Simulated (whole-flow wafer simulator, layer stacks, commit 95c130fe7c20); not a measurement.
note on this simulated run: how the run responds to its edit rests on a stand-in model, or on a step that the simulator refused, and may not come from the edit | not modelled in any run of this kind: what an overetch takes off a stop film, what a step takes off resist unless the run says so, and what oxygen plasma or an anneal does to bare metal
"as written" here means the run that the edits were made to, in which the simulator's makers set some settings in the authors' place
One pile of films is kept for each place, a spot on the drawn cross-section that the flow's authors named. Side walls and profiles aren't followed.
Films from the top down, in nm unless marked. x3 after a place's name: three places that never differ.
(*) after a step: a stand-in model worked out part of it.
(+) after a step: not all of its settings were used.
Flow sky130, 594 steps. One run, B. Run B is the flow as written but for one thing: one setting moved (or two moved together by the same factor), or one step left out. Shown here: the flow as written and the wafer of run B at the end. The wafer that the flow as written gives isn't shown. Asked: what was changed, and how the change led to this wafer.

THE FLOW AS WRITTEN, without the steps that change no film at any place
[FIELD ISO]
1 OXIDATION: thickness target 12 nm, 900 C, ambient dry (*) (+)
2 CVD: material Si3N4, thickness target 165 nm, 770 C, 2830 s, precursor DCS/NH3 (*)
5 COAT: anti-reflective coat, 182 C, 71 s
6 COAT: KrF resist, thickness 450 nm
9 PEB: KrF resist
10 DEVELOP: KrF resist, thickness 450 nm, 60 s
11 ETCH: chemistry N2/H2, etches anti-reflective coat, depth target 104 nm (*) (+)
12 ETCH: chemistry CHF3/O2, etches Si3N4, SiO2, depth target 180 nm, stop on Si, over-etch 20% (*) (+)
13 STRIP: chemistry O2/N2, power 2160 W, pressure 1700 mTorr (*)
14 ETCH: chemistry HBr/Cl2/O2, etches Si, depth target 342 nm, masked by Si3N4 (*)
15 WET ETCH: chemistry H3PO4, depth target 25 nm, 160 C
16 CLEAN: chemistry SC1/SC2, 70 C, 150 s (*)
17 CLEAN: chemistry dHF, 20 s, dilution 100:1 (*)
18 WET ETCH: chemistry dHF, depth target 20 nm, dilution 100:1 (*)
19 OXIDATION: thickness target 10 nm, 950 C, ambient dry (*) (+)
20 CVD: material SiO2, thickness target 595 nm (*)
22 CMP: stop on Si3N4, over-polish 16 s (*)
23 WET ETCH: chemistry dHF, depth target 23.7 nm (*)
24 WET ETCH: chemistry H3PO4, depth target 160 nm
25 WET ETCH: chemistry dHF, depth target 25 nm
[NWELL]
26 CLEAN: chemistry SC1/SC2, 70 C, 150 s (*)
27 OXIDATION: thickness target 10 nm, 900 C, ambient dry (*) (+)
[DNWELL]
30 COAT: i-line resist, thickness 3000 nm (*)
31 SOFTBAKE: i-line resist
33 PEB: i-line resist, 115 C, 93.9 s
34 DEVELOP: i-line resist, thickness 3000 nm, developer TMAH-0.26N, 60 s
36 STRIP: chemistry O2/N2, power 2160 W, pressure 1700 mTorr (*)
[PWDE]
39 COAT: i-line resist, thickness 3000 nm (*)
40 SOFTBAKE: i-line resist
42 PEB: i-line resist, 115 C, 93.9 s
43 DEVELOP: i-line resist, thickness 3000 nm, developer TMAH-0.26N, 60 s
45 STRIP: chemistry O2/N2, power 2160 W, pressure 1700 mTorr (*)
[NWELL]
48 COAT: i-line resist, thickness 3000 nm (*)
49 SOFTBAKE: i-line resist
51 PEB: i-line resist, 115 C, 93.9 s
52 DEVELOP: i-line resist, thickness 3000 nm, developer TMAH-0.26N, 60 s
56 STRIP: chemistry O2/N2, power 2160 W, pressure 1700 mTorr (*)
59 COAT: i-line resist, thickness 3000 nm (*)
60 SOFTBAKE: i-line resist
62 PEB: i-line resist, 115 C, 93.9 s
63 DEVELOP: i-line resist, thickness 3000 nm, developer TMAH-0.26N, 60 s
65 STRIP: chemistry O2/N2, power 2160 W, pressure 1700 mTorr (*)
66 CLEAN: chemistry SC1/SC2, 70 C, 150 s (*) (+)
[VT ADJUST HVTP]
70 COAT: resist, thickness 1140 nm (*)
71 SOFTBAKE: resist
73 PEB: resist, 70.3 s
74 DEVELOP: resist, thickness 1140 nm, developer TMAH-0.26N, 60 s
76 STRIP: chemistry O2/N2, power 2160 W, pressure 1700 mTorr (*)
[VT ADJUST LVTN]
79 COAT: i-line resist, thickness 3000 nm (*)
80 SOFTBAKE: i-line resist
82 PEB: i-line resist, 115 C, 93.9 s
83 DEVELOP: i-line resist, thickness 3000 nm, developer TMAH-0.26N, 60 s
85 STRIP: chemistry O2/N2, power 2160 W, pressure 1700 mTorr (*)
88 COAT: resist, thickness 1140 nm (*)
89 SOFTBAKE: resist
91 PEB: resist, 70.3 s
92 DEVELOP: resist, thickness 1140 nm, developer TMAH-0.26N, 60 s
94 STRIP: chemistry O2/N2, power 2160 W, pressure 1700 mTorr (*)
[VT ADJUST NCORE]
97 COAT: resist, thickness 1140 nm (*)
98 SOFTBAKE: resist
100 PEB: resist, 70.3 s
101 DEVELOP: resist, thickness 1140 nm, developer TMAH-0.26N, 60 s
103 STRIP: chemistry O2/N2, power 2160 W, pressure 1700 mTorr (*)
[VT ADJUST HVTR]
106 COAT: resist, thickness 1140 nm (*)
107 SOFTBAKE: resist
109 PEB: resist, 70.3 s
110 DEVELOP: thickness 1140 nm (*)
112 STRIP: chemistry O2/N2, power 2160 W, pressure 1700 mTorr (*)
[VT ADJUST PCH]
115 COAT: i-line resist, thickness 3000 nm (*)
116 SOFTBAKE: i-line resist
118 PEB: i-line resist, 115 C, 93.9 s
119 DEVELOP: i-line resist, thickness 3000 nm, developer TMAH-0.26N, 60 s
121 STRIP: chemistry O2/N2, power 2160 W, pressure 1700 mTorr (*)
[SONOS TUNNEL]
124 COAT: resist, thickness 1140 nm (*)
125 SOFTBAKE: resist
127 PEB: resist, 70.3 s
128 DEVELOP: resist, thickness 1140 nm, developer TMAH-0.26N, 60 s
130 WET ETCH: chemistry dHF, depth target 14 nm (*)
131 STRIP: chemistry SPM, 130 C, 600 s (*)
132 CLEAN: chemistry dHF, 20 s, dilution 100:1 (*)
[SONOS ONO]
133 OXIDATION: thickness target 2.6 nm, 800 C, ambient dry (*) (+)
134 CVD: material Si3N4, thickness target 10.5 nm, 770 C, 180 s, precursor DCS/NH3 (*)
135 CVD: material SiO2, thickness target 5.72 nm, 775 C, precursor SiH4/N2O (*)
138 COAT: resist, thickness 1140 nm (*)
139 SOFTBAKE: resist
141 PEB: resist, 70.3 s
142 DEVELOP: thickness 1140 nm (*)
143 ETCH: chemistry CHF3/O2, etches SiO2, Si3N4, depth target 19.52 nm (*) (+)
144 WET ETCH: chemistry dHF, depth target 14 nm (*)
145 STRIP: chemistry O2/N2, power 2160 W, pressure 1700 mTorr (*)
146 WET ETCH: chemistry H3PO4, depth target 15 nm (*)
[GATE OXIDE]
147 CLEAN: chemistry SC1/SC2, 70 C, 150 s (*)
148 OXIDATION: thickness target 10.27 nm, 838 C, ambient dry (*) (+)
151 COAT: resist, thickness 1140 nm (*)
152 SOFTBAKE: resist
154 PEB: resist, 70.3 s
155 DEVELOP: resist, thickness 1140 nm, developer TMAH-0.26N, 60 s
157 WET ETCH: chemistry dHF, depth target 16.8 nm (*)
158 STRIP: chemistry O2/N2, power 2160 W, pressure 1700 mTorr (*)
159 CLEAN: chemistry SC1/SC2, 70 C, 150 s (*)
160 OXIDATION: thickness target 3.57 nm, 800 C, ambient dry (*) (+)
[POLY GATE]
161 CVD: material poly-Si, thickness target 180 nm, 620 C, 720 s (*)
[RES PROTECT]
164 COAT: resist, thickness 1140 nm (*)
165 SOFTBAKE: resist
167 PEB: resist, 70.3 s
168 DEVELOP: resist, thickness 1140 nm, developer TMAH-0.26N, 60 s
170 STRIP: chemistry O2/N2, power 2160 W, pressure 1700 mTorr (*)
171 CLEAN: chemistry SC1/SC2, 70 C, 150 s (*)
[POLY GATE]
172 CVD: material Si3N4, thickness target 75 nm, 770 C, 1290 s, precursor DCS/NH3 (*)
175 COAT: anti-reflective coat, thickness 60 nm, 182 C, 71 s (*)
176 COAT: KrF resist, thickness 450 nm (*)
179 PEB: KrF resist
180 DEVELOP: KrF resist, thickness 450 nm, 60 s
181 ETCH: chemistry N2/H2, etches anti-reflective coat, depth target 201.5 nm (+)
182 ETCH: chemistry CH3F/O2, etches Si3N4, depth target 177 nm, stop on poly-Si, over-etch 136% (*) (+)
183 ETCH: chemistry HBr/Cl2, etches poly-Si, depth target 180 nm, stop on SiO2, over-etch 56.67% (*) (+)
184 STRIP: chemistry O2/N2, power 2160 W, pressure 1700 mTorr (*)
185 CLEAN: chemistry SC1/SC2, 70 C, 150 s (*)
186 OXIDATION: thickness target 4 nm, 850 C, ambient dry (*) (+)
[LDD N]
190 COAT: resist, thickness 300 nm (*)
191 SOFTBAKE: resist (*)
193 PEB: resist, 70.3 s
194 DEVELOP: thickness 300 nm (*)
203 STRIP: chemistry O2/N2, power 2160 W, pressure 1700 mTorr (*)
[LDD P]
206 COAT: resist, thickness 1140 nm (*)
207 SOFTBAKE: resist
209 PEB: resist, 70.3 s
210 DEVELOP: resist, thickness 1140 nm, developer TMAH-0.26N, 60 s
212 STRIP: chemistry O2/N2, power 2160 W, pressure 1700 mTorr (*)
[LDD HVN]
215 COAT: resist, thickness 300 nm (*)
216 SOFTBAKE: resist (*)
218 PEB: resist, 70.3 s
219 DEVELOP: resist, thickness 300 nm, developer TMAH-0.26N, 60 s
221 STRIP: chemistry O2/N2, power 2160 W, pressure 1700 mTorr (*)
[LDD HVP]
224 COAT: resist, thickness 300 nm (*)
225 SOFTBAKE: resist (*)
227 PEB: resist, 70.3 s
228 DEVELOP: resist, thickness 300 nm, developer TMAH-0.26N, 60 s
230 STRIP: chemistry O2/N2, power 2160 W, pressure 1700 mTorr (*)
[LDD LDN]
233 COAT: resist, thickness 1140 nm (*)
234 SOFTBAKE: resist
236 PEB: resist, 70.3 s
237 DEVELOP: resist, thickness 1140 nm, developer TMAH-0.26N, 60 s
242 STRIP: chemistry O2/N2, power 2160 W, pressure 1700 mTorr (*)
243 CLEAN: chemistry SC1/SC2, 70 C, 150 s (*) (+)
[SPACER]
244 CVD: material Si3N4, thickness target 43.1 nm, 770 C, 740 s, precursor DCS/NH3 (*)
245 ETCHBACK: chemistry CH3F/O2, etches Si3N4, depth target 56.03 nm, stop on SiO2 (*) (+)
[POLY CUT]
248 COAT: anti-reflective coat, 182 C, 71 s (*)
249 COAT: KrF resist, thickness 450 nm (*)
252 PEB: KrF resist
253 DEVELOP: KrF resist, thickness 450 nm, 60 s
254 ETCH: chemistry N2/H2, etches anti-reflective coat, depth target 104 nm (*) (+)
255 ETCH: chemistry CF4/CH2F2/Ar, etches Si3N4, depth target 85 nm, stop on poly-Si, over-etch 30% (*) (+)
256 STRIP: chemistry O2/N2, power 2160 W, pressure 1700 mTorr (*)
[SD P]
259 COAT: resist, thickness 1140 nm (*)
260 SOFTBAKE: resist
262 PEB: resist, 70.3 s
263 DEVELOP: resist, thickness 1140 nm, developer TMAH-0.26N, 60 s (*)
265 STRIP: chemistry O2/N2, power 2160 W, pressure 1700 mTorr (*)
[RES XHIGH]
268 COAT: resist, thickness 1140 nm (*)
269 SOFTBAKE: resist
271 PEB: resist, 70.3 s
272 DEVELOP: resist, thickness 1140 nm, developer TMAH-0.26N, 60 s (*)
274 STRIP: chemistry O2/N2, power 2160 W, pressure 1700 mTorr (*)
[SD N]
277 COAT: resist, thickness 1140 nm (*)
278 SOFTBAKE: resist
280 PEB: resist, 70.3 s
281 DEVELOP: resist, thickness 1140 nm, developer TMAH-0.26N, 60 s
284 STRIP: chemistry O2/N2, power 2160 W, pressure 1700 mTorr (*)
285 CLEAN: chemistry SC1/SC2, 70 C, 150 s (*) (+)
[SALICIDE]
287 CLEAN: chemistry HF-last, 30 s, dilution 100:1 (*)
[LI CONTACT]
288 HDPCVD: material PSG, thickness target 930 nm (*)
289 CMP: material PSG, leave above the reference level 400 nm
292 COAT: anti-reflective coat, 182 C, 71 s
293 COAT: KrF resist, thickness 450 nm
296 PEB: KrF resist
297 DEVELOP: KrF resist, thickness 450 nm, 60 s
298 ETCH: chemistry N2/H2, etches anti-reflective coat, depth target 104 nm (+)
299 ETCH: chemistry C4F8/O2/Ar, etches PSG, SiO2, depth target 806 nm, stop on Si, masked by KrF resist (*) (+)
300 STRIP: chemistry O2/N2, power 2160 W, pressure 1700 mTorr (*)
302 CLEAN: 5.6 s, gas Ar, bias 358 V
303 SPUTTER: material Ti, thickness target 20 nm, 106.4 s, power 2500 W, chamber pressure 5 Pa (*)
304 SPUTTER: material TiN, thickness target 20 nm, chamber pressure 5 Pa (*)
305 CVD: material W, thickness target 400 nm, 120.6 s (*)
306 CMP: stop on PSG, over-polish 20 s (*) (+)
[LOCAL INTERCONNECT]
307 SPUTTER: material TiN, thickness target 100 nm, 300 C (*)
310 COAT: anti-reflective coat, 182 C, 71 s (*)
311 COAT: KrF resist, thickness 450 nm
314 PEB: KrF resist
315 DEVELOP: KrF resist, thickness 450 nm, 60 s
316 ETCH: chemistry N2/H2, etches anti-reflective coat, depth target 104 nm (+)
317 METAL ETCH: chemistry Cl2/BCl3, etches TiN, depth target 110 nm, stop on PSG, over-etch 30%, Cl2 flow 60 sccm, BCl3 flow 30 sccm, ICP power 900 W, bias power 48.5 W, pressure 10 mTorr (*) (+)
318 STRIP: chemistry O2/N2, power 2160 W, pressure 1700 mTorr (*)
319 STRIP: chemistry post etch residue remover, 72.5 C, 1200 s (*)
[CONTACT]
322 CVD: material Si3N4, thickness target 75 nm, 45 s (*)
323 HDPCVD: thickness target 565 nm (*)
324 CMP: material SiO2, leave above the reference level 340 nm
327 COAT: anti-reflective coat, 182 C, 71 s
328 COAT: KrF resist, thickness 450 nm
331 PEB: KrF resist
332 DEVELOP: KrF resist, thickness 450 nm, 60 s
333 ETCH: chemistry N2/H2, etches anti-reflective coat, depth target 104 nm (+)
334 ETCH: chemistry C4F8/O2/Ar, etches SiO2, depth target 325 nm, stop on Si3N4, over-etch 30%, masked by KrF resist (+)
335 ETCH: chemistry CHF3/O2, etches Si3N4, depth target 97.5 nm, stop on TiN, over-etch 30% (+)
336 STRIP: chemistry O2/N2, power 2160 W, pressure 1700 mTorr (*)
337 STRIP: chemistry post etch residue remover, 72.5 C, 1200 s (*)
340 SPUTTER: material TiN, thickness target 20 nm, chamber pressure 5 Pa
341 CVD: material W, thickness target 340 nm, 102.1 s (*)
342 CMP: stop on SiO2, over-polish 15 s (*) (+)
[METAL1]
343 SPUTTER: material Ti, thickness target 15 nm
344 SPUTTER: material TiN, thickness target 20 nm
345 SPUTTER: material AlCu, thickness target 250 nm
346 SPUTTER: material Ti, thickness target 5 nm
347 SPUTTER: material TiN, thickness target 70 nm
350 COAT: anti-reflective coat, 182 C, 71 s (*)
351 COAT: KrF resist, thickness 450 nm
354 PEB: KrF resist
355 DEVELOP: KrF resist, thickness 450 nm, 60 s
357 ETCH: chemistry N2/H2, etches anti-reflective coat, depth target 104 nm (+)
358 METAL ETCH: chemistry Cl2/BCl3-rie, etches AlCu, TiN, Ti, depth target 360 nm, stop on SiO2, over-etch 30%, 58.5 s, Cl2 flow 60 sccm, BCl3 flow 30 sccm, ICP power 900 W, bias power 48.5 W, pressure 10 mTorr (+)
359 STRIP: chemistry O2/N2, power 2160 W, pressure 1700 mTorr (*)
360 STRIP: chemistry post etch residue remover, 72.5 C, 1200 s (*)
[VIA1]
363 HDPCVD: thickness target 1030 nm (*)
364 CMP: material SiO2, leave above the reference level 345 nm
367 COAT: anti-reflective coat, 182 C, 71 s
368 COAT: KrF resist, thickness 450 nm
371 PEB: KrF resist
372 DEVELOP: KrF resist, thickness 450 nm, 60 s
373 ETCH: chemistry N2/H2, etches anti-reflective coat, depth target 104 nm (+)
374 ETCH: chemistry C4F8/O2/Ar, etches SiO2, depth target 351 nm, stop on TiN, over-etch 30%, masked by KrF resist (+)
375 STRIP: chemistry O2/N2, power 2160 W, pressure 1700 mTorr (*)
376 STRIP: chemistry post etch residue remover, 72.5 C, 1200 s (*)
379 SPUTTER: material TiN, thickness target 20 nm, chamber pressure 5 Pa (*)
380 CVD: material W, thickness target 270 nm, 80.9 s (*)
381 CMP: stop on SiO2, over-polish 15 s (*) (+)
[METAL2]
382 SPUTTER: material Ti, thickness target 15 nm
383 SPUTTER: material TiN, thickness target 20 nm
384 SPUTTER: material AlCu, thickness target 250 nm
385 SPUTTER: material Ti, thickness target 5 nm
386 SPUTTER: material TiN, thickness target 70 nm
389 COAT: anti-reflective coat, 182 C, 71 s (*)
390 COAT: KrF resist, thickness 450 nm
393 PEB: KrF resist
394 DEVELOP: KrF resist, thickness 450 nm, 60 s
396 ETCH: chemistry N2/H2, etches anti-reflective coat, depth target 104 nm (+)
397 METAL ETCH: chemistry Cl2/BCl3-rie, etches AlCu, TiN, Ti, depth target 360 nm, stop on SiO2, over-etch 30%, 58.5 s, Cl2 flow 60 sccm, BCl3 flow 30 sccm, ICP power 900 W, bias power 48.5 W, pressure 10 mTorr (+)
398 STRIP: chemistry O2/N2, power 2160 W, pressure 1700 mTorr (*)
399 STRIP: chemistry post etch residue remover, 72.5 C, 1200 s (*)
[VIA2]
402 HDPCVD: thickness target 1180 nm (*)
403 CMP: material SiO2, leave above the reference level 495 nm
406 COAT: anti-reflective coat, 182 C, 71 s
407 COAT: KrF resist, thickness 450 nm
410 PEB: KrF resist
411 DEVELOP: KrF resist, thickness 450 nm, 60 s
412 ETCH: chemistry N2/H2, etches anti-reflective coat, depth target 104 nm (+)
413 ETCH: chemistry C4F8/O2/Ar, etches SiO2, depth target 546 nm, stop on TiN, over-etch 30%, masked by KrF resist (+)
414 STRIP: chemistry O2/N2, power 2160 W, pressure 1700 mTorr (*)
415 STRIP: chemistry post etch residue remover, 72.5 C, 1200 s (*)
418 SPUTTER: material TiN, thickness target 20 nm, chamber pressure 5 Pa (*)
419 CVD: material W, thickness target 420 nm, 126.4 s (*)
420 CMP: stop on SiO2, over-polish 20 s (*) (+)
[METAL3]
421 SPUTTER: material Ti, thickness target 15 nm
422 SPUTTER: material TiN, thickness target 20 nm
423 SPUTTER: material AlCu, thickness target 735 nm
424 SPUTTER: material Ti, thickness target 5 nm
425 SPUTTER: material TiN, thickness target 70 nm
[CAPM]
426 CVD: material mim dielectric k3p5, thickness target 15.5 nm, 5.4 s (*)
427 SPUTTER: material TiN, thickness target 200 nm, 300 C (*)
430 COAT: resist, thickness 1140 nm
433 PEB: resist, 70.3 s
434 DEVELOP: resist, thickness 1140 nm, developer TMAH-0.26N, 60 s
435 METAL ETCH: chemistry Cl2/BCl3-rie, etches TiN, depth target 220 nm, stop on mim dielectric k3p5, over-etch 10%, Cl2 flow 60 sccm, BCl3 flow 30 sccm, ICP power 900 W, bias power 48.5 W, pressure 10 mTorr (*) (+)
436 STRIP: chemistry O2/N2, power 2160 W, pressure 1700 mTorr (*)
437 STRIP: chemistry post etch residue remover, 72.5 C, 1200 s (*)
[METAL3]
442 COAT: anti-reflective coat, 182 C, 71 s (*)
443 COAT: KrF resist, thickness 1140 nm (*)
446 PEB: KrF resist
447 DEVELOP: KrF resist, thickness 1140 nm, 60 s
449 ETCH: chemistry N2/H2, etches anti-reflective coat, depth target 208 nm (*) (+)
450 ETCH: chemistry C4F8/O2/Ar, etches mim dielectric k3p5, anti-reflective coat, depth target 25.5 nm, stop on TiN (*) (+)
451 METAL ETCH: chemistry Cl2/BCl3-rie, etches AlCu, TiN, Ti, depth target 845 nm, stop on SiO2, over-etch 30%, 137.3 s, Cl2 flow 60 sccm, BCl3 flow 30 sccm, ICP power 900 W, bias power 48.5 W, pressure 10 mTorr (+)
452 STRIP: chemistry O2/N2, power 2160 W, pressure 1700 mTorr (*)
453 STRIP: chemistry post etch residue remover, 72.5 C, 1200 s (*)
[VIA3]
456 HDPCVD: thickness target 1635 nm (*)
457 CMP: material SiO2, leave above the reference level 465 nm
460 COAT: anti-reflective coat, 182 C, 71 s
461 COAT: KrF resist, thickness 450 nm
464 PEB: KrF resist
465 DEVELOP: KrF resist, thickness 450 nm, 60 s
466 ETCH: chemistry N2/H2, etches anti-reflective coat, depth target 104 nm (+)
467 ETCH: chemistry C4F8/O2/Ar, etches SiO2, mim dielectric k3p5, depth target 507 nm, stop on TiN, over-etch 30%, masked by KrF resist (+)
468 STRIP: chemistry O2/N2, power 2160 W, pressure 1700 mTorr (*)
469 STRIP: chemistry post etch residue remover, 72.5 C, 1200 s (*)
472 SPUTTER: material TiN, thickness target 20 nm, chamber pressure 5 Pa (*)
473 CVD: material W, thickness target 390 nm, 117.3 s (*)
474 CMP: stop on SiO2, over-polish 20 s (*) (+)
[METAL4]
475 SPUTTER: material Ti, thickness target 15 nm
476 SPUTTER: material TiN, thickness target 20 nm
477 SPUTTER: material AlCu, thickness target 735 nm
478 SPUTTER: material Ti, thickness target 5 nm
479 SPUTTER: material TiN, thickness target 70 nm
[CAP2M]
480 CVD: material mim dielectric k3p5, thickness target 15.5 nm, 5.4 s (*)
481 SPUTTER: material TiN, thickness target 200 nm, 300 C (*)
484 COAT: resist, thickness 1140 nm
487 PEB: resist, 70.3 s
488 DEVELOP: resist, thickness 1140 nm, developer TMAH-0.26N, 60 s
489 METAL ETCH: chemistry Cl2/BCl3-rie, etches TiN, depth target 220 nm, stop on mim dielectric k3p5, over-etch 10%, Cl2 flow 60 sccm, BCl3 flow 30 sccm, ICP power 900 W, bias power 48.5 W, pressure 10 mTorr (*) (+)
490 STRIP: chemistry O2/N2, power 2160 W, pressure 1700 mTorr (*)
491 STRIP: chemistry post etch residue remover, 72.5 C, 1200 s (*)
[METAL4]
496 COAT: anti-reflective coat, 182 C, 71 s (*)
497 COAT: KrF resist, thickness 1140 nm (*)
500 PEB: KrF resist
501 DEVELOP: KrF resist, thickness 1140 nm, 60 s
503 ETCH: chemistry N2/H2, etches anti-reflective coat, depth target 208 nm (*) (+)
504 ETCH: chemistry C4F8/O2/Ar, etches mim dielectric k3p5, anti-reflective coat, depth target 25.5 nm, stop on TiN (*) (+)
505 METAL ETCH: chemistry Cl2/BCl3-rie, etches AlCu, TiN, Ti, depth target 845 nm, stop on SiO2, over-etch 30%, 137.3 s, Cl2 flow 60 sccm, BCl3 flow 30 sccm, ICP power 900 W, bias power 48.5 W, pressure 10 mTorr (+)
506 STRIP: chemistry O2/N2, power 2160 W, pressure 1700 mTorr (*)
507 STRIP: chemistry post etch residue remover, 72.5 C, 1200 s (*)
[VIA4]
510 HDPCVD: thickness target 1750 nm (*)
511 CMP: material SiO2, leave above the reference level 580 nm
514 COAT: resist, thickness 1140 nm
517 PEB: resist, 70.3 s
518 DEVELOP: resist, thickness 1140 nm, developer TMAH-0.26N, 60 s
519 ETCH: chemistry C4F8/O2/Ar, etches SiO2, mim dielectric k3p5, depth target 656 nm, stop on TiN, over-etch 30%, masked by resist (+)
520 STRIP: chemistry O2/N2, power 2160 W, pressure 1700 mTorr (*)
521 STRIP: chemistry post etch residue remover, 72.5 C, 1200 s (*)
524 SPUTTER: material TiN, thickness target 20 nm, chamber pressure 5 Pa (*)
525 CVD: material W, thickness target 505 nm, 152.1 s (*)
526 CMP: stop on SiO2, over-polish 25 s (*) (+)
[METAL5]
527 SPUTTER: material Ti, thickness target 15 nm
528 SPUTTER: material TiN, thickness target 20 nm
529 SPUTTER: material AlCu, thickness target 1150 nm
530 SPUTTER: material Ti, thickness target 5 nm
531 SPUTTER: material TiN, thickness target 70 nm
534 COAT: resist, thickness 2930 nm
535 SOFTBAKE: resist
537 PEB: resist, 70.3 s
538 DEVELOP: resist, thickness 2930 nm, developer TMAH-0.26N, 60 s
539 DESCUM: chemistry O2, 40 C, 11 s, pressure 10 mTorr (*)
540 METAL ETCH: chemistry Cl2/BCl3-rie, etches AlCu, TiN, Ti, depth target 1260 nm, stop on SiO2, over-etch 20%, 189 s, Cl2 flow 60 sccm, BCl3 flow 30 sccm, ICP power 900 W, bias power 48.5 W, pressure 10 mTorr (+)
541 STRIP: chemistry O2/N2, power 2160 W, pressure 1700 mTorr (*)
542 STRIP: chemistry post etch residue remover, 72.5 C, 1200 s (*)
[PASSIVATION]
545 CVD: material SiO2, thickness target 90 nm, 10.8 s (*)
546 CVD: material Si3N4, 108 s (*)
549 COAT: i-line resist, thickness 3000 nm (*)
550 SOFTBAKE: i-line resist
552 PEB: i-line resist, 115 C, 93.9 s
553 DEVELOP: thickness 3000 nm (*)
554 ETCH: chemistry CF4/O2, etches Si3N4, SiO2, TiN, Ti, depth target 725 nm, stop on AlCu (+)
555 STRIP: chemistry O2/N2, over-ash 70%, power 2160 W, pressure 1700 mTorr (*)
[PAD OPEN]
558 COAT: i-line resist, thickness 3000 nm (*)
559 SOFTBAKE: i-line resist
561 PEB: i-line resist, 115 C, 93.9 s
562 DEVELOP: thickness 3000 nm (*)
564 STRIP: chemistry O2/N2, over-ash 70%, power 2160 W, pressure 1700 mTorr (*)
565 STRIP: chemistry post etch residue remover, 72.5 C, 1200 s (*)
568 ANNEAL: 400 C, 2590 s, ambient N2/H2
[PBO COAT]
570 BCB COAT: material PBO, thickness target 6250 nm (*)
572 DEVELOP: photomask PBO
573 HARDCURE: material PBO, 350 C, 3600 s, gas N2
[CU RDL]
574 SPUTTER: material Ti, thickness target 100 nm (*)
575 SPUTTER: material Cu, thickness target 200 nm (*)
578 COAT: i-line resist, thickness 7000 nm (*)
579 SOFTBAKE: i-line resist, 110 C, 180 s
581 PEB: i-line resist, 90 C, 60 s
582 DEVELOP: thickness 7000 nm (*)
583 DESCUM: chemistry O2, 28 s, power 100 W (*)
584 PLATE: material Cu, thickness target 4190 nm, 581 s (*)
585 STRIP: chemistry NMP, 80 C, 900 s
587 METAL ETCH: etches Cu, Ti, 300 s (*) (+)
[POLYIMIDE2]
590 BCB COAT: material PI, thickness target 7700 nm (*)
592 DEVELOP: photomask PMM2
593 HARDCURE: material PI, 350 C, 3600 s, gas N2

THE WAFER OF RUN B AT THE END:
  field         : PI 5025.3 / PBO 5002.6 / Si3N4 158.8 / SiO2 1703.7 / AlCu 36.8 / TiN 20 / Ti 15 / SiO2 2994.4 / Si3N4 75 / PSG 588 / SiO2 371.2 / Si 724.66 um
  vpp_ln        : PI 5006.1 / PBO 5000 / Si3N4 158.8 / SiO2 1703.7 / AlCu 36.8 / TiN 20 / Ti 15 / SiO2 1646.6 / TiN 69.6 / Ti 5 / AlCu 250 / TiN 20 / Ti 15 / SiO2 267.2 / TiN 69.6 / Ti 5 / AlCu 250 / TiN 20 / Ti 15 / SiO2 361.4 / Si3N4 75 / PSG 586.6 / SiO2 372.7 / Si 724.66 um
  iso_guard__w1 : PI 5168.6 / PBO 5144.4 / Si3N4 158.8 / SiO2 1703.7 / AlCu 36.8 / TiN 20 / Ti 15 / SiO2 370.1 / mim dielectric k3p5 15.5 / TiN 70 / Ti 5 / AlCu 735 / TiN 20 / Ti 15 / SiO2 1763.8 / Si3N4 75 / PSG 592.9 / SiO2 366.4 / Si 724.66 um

The cause: step 477, SPUTTER: thickness target 1066 nm was run, where the flow has thickness target 735 nm.

How the change led to this, step by step:
  477 SPUTTER: material AlCu, thickness target 735 nm
      field, active, n_well and 189 more: AlCu +1066 (new film) (as written it would be: AlCu +735 (new film))
  505 METAL ETCH: chemistry Cl2/BCl3-rie, etches AlCu, TiN, Ti, depth target 845 nm, stop on SiO2, over-etch 30%, 137.3 s, Cl2 flow 60 sccm, BCl3 flow 30 sccm, ICP power 900 W, bias power 48.5 W, pressure 10 mTorr (+)
      field, gate, spacer and 68 more: TiN -70 (all of it), Ti -5 (all of it), AlCu -1023.5 (as written it would be: TiN -70 (all of it), Ti -5 (all of it), AlCu -735 (all of it), TiN -20 (all of it), Ti -15 (all of it), SiO2 -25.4)
      active, vpp_iso1, mim_edge_plate and 14 more: TiN -70 (all of it), Ti -5 (all of it), AlCu -1023.5 (as written it would be: TiN -70 (all of it), Ti -5 (all of it), AlCu -735 (all of it), TiN -20 (all of it), Ti -15 (all of it), SiO2 -25.3)
  507 STRIP: chemistry post etch residue remover, 72.5 C, 1200 s (*)
      field, active, gate and 85 more: AlCu -5.72 (as written it would be: nothing)
  510 HDPCVD: thickness target 1750 nm (*)
      field, active, gate and 85 more: SiO2 +1750 (new film) (as written it would be: SiO2 +1750)
  511 CMP: material SiO2, leave above the reference level 580 nm
      field, active, gate and 77 more: SiO2 -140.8 (as written it would be: SiO2 -374.7)
      iso_guard__w1, mim_edge_gap, vpp_l1ln, vpp_m3ln, rpm_encl, via2_enc, rpm_encl_psd, iso_guard_nsd_tip: SiO2 -140.8 (as written it would be: SiO2 -374.6)
Counting metal films that touch as one body, field has 1 body; the flow as written gives 0 bodies.
Counting metal films that touch as one body, vpp_ln has 3 bodies (between them, from the top down: SiO2 1646.6; SiO2 267.2); the flow as written gives 2 bodies (between them, from the top down: SiO2 267.2).
Counting metal films that touch as one body, iso_guard__w1 has 2 bodies (between them, from the top down: SiO2 370.1 / mim dielectric k3p5 15.5); the flow as written gives 1 body.
